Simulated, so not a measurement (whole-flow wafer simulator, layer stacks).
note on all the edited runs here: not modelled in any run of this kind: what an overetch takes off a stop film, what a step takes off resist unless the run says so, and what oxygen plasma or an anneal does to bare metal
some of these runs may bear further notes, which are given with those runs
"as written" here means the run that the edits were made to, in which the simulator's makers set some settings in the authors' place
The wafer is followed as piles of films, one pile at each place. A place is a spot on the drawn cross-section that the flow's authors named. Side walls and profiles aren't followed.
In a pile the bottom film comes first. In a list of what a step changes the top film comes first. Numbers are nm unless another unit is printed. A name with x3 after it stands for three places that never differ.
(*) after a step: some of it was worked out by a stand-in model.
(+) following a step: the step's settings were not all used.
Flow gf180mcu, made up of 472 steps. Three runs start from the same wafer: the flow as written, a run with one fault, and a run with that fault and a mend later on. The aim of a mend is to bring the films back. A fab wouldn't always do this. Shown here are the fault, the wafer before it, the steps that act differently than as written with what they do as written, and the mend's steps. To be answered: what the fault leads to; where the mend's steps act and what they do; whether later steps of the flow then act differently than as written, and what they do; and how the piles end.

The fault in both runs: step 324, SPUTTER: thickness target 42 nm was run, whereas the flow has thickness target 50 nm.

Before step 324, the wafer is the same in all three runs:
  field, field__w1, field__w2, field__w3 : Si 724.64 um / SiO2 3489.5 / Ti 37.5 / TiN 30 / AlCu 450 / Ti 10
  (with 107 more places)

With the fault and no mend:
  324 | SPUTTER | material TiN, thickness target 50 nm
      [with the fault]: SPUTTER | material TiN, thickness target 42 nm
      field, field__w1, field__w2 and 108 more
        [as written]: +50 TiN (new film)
        [with the fault]: +42 TiN (new film)
  Steps later in the flow that act otherwise than as written (not shown: 5 more steps that differ only slightly, by at most 2% or 0.5 nm, whichever is larger):
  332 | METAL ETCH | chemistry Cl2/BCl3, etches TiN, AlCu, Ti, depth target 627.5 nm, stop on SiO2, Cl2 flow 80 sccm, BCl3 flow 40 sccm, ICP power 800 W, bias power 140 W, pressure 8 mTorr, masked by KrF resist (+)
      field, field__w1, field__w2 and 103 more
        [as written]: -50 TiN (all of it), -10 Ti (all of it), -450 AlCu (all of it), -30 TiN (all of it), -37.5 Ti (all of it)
        [with the fault]: -42 TiN (all of it), -10 Ti (all of it), -450 AlCu (all of it), -30 TiN (all of it), -37.5 Ti (all of it)
  By the end, the piles at field__w8, contact, m1, m1__w1, m1_nw depart from the flow's by more than 2% or 0.5 nm, whichever is larger.
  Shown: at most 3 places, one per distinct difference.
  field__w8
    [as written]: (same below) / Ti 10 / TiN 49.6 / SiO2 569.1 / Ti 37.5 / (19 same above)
    [with the fault]: (same below) / Ti 10 / TiN 41.6 / SiO2 577.1 / Ti 37.5 / (19 same above)
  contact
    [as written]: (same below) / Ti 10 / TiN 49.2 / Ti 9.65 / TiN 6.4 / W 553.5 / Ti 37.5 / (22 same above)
    [with the fault]: (same below) / Ti 10 / TiN 41.2 / Ti 9.61 / TiN 6.37 / W 561.6 / Ti 37.5 / (22 same above)

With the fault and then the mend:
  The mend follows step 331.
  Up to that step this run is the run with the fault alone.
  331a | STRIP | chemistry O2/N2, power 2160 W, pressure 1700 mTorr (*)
      field__w8, contact, m1, m1__w1, m1_nw
        -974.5 KrF resist (all of it)
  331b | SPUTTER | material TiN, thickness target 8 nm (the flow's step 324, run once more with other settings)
      field, field__w1, field__w2 and 108 more
        +8 TiN
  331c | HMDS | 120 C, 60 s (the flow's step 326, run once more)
      does not change any film at any place that is followed
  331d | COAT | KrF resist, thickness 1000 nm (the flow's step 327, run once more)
      field, field__w1, field__w2 and 108 more
        +1000 KrF resist (new film)
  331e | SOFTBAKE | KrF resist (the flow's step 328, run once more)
      does not change any film at any place that is followed
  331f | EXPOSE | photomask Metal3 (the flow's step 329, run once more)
      does not change any film at any place that is followed
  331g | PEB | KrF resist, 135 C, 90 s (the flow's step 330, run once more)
      field, field__w1, field__w2 and 108 more
        -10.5 KrF resist
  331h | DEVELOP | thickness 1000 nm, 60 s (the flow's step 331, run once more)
      field, field__w1, field__w2 and 103 more
        -989.5 KrF resist (all of it)
      field__w8, contact, m1, m1__w1, m1_nw
        -14.9 KrF resist
  Later steps of the flow that are run all act as written at every place that is followed.
  By the end, the piles equal the flow's at every place that both follow.
